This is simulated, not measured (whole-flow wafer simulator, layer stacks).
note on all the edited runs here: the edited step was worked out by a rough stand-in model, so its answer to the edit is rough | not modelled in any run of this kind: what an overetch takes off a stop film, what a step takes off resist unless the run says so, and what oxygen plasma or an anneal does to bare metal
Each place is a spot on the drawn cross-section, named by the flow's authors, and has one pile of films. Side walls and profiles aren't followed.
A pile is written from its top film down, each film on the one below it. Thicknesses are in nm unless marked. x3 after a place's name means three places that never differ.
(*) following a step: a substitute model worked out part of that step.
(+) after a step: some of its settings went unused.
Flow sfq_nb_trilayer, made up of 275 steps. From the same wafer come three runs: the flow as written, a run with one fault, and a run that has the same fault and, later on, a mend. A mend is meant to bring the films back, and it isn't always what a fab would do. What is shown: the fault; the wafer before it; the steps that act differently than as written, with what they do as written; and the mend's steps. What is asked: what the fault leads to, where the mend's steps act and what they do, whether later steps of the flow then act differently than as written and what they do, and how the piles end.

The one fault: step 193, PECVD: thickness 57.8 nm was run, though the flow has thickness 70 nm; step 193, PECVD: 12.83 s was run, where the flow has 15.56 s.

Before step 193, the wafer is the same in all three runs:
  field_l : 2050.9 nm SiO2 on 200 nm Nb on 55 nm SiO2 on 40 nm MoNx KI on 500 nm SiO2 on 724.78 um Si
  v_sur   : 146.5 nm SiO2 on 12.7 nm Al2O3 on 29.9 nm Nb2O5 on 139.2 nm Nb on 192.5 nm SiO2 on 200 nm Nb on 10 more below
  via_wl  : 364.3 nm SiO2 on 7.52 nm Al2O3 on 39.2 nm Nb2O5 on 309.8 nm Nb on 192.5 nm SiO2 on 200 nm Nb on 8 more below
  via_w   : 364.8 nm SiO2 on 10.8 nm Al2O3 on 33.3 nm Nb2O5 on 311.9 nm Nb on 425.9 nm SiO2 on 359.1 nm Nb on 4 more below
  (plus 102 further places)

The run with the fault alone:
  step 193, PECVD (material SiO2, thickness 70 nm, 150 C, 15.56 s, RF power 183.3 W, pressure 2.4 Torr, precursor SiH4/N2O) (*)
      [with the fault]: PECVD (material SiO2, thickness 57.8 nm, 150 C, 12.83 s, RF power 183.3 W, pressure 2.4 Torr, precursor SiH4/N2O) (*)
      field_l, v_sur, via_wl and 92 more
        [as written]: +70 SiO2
        [with the fault]: +57.8 SiO2
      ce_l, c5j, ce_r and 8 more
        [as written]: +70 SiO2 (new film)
        [with the fault]: +57.8 SiO2 (new film)
  Later steps of the flow acting differently than as written (14 other steps are not shown; they differ only slightly, by no more than 2% or 0.5 nm, whichever is larger):
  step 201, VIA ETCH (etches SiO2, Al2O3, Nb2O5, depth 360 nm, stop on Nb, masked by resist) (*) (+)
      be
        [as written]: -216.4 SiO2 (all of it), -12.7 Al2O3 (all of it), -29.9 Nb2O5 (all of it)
        [with the fault]: -204.2 SiO2 (all of it), -12.7 Al2O3 (all of it), -29.9 Nb2O5 (all of it)
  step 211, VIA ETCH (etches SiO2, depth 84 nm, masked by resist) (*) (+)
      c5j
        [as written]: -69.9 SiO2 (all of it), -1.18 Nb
        [with the fault]: -57.7 SiO2 (all of it), -2.19 Nb
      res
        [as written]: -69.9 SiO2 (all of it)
        [with the fault]: -57.7 SiO2 (all of it)
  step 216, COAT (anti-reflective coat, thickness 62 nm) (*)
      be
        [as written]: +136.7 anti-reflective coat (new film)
        [with the fault]: +133.9 anti-reflective coat (new film)
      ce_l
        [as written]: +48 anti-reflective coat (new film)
        [with the fault]: +51 anti-reflective coat (new film)
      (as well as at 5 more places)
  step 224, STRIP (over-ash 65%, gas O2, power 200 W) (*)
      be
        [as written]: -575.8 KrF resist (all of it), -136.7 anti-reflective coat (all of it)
        [with the fault]: -565.7 KrF resist (all of it), -133.9 anti-reflective coat (all of it)
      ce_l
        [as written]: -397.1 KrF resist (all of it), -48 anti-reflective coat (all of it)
        [with the fault]: -395.5 KrF resist (all of it), -51 anti-reflective coat (all of it)
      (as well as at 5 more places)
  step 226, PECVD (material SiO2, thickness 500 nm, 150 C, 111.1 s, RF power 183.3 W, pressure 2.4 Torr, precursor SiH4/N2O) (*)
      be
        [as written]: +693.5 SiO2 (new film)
        [with the fault]: +678.5 SiO2 (new film)
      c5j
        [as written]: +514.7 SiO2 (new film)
        [with the fault]: +500 SiO2 (new film)
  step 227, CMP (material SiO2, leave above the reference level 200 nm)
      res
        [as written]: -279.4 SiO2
        [with the fault]: -294 SiO2
  At v_sur, via_wl, via_w and 29 more, the piles at the end differ from the flow's by more than 2% or 0.5 nm, whichever is larger.
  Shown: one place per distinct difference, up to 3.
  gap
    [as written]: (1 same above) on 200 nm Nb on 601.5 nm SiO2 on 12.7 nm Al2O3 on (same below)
    [with the fault]: (1 same above) on 200 nm Nb on 589.3 nm SiO2 on 12.7 nm Al2O3 on (same below)
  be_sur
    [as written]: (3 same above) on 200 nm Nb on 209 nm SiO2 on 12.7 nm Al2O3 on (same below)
    [with the fault]: (3 same above) on 200 nm Nb on 196.8 nm SiO2 on 12.7 nm Al2O3 on (same below)
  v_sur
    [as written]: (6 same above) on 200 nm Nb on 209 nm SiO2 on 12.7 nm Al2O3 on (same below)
    [with the fault]: (6 same above) on 200 nm Nb on 196.8 nm SiO2 on 12.7 nm Al2O3 on (same below)

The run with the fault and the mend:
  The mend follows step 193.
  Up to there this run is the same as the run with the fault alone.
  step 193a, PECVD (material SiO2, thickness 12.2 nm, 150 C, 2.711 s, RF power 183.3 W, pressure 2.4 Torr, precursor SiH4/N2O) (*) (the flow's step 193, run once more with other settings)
      field_l, v_sur, via_wl and 103 more
        +12.2 SiO2
  None of the later steps of the flow differs from how it acts as written, at any place that is followed, by more than 2% or 0.5 nm, whichever is larger.
  By the end, the piles equal the flow's at every place that both follow.
